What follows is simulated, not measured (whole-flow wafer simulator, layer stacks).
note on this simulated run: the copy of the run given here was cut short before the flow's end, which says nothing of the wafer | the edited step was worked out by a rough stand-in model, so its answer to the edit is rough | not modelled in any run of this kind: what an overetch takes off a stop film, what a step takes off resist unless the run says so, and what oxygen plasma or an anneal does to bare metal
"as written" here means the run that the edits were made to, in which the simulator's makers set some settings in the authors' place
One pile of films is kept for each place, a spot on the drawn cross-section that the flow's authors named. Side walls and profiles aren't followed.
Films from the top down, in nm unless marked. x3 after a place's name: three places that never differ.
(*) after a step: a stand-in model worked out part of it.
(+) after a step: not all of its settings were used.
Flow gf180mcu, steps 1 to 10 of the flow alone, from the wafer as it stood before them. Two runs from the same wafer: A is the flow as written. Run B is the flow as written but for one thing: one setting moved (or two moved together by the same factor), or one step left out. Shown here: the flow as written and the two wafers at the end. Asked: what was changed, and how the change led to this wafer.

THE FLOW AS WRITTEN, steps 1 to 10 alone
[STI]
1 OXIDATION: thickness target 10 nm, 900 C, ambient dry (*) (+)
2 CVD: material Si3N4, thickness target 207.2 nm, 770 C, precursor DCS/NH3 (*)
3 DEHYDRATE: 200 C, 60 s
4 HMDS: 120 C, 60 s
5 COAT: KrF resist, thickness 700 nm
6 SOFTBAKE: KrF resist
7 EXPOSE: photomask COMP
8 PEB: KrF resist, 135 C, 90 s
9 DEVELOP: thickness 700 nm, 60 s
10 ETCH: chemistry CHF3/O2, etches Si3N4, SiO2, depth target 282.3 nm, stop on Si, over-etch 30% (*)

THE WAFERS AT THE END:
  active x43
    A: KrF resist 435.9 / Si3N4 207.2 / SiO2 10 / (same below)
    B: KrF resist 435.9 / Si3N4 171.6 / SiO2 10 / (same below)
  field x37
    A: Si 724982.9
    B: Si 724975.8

The cause: step 2, CVD: 758 C was run, where the flow has 770 C.

How the change led to this, step by step:
  2 CVD: material Si3N4, thickness target 207.2 nm, 770 C, precursor DCS/NH3 (*)
      field x37, active x43: A Si3N4 +207.2 (new film) | B Si3N4 +171.6 (new film)
  10 ETCH: chemistry CHF3/O2, etches Si3N4, SiO2, depth target 282.3 nm, stop on Si, over-etch 30% (*)
      field x37: A Si3N4 -207.2 (all of it), SiO2 -10 (all of it), Si -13 | B Si3N4 -171.6 (all of it), SiO2 -10 (all of it), Si -20.1
